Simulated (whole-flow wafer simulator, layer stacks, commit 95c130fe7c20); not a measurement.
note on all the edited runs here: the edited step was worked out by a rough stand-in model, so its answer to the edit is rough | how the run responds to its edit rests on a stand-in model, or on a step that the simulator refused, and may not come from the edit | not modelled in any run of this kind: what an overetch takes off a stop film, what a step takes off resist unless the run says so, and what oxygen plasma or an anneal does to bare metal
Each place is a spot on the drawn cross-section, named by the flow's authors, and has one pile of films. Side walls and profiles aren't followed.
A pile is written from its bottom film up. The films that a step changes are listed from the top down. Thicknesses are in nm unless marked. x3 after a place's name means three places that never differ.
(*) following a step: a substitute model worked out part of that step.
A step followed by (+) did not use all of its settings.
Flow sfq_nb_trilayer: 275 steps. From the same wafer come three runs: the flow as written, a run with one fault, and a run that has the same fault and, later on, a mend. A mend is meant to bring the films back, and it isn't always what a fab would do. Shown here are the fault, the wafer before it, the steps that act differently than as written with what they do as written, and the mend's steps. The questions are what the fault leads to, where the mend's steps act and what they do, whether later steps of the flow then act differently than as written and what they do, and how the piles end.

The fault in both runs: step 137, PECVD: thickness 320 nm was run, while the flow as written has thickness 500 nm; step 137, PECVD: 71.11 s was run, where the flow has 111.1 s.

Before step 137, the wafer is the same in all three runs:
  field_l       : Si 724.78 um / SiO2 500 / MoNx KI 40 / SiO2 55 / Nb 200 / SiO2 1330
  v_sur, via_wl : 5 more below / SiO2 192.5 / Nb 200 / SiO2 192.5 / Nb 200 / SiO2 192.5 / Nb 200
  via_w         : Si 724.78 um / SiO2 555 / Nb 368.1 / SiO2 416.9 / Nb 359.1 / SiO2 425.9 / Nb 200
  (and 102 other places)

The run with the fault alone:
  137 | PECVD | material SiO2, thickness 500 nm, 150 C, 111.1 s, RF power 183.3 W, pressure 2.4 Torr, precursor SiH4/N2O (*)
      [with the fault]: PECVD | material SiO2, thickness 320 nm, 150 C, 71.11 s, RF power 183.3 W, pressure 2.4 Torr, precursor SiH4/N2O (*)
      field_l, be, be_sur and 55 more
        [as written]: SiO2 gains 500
        [with the fault]: SiO2 gains 320
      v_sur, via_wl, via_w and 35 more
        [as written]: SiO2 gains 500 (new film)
        [with the fault]: SiO2 gains 320 (new film)
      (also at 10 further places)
  Later steps of the flow acting differently than as written (18 other steps are not shown; they differ only slightly, by no more than 2% or 0.5 nm, whichever is larger):
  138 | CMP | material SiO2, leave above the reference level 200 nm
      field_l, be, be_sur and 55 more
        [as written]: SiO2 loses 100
        [with the fault]: nothing
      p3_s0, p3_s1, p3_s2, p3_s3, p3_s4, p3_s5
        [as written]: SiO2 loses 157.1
        [with the fault]: nothing
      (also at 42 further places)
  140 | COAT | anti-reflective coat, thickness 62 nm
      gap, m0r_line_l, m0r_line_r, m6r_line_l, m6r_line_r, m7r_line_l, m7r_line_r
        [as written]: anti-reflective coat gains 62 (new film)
        [with the fault]: anti-reflective coat gains 63.6 (new film)
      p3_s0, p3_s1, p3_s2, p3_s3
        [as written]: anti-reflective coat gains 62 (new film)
        [with the fault]: anti-reflective coat gains 93.3 (new film)
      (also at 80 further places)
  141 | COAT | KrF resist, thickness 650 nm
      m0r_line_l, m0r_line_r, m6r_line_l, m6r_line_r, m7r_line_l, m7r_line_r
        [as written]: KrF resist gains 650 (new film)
        [with the fault]: KrF resist gains 665.7 (new film)
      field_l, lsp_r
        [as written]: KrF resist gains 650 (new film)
        [with the fault]: KrF resist gains 664.1 (new film)
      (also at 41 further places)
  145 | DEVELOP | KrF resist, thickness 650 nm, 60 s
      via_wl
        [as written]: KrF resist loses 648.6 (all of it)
        [with the fault]: KrF resist loses 615.9 (all of it)
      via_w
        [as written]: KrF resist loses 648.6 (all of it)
        [with the fault]: KrF resist loses 619.7 (all of it)
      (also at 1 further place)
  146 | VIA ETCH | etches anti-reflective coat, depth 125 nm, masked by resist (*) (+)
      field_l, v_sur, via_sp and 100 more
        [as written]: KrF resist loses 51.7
        [with the fault]: KrF resist loses 46.5
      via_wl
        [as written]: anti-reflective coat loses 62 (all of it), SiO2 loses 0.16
        [with the fault]: anti-reflective coat loses 55.9 (all of it), SiO2 loses 0.14
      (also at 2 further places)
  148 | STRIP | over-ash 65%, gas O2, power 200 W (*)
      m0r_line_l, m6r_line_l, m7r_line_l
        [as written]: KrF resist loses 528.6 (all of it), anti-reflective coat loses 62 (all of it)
        [with the fault]: KrF resist loses 549.5 (all of it), anti-reflective coat loses 63.6 (all of it)
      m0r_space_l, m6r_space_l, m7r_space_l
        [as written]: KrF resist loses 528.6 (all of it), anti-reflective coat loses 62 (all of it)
        [with the fault]: KrF resist loses 542.9 (all of it), anti-reflective coat loses 73.4 (all of it)
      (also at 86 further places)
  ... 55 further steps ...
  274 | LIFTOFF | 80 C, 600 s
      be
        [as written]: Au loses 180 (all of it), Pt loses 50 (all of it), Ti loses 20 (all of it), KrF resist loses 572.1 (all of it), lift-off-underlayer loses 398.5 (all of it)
        [with the fault]: Au loses 180 (all of it), Pt loses 50 (all of it), Ti loses 20 (all of it), KrF resist loses 600.7 (all of it), lift-off-underlayer loses 740.1 (all of it)
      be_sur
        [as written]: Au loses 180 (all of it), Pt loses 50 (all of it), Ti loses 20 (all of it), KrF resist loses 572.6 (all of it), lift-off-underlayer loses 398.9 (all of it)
        [with the fault]: Au loses 180 (all of it), Pt loses 50 (all of it), Ti loses 20 (all of it), KrF resist loses 582.8 (all of it), lift-off-underlayer loses 376.7 (all of it)
  The piles end different from the flow's at via_v, be, be_sur and 38 more by more than 2% or 0.5 nm, whichever is larger.
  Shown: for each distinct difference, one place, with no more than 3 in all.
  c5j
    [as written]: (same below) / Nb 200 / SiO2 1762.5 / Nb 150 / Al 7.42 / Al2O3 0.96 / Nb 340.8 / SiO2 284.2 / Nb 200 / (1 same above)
    [with the fault]: (same below) / Nb 200 / SiO2 1682.5 / Nb 150 / Al 7.42 / Al2O3 0.96 / Nb 170 / SiO2 58.4 / Nb 183.3 / SiO2 293.3 / Nb 200 / (1 same above)
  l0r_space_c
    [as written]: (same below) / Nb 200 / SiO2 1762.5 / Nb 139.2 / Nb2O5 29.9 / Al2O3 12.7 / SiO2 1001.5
    [with the fault]: (same below) / Nb 200 / SiO2 1682.5 / Nb 139.2 / Nb2O5 29.9 / Al2O3 12.7 / SiO2 1081.5
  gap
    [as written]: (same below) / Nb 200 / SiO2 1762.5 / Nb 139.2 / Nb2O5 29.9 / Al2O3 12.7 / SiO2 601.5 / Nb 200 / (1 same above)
    [with the fault]: (same below) / Nb 200 / SiO2 1682.5 / Nb 139.2 / Nb2O5 29.9 / Al2O3 12.7 / SiO2 681.5 / Nb 200 / (1 same above)

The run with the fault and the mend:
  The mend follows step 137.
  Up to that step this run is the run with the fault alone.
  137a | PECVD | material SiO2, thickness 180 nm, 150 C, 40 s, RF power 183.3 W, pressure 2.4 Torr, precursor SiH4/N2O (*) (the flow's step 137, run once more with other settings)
      field_l, v_sur, via_wl and 99 more
        SiO2 gains 180
      lsp_r, l0_sur, l0v
        SiO2 gains 177.3
      via_v
        SiO2 gains 159.5
  Later steps of the flow acting differently than as written (14 other steps are not shown; they differ only slightly, by no more than 2% or 0.5 nm, whichever is larger):
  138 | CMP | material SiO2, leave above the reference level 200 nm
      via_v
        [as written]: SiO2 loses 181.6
        [with the mend]: nothing
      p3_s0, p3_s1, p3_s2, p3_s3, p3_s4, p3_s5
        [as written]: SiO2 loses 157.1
        [with the mend]: SiO2 loses 100
  The piles end only slightly different from the flow's at the places that both follow, by no more than 2% or 0.5 nm, whichever is larger.
